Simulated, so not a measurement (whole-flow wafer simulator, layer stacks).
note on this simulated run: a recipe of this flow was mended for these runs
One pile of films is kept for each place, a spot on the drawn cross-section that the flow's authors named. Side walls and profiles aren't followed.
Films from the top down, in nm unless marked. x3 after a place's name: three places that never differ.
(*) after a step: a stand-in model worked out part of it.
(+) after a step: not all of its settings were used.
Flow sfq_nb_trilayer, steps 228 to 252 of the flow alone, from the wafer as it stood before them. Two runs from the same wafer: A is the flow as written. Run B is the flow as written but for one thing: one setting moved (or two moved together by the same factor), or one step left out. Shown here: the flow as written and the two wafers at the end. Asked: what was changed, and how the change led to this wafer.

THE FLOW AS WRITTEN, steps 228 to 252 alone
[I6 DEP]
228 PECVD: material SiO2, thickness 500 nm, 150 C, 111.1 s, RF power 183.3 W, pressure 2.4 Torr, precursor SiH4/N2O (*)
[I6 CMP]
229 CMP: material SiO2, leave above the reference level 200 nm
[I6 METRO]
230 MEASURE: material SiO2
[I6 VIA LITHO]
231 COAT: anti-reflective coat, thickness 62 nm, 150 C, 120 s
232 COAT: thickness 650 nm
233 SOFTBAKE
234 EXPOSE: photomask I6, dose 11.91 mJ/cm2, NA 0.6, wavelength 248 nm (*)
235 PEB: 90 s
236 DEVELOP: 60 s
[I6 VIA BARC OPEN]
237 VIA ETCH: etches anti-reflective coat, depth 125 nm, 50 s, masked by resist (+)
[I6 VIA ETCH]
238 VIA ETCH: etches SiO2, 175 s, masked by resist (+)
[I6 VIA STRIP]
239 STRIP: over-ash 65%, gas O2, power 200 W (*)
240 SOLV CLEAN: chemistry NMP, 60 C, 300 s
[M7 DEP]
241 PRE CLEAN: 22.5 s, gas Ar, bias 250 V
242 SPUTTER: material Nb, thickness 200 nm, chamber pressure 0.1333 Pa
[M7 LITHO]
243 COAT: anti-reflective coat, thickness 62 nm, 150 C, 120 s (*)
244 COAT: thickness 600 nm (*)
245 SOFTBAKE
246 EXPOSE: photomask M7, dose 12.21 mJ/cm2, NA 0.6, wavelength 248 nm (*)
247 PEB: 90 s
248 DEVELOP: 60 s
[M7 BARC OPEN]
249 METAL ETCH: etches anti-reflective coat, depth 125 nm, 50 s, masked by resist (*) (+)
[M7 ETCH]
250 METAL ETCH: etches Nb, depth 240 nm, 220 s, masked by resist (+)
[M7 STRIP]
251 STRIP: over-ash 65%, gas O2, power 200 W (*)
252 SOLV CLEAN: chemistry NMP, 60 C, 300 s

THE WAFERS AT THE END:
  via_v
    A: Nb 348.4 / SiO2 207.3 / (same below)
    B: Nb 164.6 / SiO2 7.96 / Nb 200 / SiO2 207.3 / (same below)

The cause: step 238, VIA ETCH: 124 s was run, where the flow has 175 s.

How the change led to this, step by step:
  238 VIA ETCH: etches SiO2, 175 s, masked by resist (+)
      via_v: A SiO2 -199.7 (all of it), Nb -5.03 | B SiO2 -184.2
      field_l, v_sur, via_wl and 102 more: A KrF-resist-other-grade -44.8 | B KrF-resist-other-grade -31.8
  239 STRIP: over-ash 65%, gas O2, power 200 W (*)
      field_l, v_sur, via_wl and 102 more: A KrF-resist-other-grade -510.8 (all of it), anti-reflective coat -62 (all of it) | B KrF-resist-other-grade -523.9 (all of it), anti-reflective coat -62 (all of it)
  241 PRE CLEAN: 22.5 s, gas Ar, bias 250 V
      via_v: A Nb -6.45 | B SiO2 -7.5
  242 SPUTTER: material Nb, thickness 200 nm, chamber pressure 0.1333 Pa
      via_v: A Nb +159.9 | B Nb +164.6 (new film)
  243 COAT: anti-reflective coat, thickness 62 nm, 150 C, 120 s (*)
      via_wr: A anti-reflective coat +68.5 (new film) | B anti-reflective coat +66.2 (new film)
      via_sp: A anti-reflective coat +41.7 (new film) | B anti-reflective coat +38.9 (new film)
      (and at 3 more places)
  251 STRIP: over-ash 65%, gas O2, power 200 W (*)
      via_wr: A KrF-resist-other-grade -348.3 (all of it), anti-reflective coat -68.5 (all of it) | B KrF-resist-other-grade -350.2 (all of it), anti-reflective coat -66.2 (all of it)
      via_sp: A KrF-resist-other-grade -364.2 (all of it), anti-reflective coat -41.7 (all of it) | B KrF-resist-other-grade -366.9 (all of it), anti-reflective coat -38.9 (all of it)
      (and at 3 more places)
Counting metal films that touch as one body, via_v has 6 bodies (between them, from the top down: SiO2 7.96; SiO2 207.3 / Al2O3 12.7 / Nb2O5 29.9; SiO2 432; SiO2 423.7; SiO2 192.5); the flow as written gives 5 bodies (between them, from the top down: SiO2 207.3 / Al2O3 12.7 / Nb2O5 29.9; SiO2 432; SiO2 423.7; SiO2 192.5).
